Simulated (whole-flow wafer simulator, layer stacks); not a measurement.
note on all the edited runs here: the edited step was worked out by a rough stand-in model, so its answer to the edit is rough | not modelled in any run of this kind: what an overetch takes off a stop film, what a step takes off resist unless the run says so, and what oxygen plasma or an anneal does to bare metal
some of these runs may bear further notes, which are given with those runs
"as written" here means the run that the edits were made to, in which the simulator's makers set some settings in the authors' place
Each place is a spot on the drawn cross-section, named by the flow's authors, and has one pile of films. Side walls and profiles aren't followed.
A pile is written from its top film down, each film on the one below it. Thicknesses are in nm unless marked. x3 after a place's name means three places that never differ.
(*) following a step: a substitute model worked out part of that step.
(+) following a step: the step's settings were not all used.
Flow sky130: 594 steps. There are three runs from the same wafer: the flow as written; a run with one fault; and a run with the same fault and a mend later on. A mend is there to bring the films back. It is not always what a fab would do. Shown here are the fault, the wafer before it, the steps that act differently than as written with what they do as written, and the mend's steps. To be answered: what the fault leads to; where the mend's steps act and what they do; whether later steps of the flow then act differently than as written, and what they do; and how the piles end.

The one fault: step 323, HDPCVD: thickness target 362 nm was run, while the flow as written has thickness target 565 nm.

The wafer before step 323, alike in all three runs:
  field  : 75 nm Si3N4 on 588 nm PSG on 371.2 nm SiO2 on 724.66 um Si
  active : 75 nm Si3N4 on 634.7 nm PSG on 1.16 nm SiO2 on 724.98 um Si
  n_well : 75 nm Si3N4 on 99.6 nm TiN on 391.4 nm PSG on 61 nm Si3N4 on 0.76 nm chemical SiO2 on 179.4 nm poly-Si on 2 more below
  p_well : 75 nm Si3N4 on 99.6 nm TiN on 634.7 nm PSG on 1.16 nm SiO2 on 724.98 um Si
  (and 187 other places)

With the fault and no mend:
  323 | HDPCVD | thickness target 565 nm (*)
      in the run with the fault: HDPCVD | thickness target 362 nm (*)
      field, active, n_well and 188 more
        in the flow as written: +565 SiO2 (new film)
        in the run with the fault: +362 SiO2 (new film)
  Steps further on in the flow that do not act as written (9 more steps, not shown, differ only slightly: by at most 2% or 0.5 nm, whichever is larger):
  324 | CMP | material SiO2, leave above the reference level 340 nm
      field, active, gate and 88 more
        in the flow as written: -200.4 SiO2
        in the run with the fault: nothing
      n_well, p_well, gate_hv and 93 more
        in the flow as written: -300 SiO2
        in the run with the fault: -97 SiO2
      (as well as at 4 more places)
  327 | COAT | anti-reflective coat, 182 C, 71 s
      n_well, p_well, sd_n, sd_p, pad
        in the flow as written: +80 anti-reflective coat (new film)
        in the run with the fault: +77.4 anti-reflective coat (new film)
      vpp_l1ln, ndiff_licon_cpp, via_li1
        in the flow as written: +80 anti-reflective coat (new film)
        in the run with the fault: +77.8 anti-reflective coat (new film)
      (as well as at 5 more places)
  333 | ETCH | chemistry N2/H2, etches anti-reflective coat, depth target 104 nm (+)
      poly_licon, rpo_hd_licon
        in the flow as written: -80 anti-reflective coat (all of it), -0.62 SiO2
        in the run with the fault: -78 anti-reflective coat (all of it), -0.67 SiO2
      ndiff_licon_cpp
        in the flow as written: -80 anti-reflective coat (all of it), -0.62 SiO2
        in the run with the fault: -77.8 anti-reflective coat (all of it), -0.67 SiO2
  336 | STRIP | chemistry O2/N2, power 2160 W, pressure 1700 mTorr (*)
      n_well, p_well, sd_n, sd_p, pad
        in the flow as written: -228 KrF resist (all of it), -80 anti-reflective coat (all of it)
        in the run with the fault: -228.2 KrF resist (all of it), -77.4 anti-reflective coat (all of it)
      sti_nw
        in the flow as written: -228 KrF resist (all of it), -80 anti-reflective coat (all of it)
        in the run with the fault: -227.9 KrF resist (all of it), -78.3 anti-reflective coat (all of it)
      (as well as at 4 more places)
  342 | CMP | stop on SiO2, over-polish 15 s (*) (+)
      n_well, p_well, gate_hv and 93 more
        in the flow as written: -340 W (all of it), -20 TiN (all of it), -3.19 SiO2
        in the run with the fault: -340 W (all of it), -20 TiN (all of it), -5.77 SiO2
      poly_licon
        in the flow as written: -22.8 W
        in the run with the fault: -25.3 W
  The piles end only slightly different from the flow's at the places that both follow, by no more than 2% or 0.5 nm, whichever is larger.

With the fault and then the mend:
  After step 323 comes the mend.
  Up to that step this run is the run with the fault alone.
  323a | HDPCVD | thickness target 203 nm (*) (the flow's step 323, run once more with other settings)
      field, active, n_well and 188 more
        +203 SiO2
  Later steps of the flow that are run all act as written at every place that is followed.
  The piles end the same as the flow's at every place that both follow.
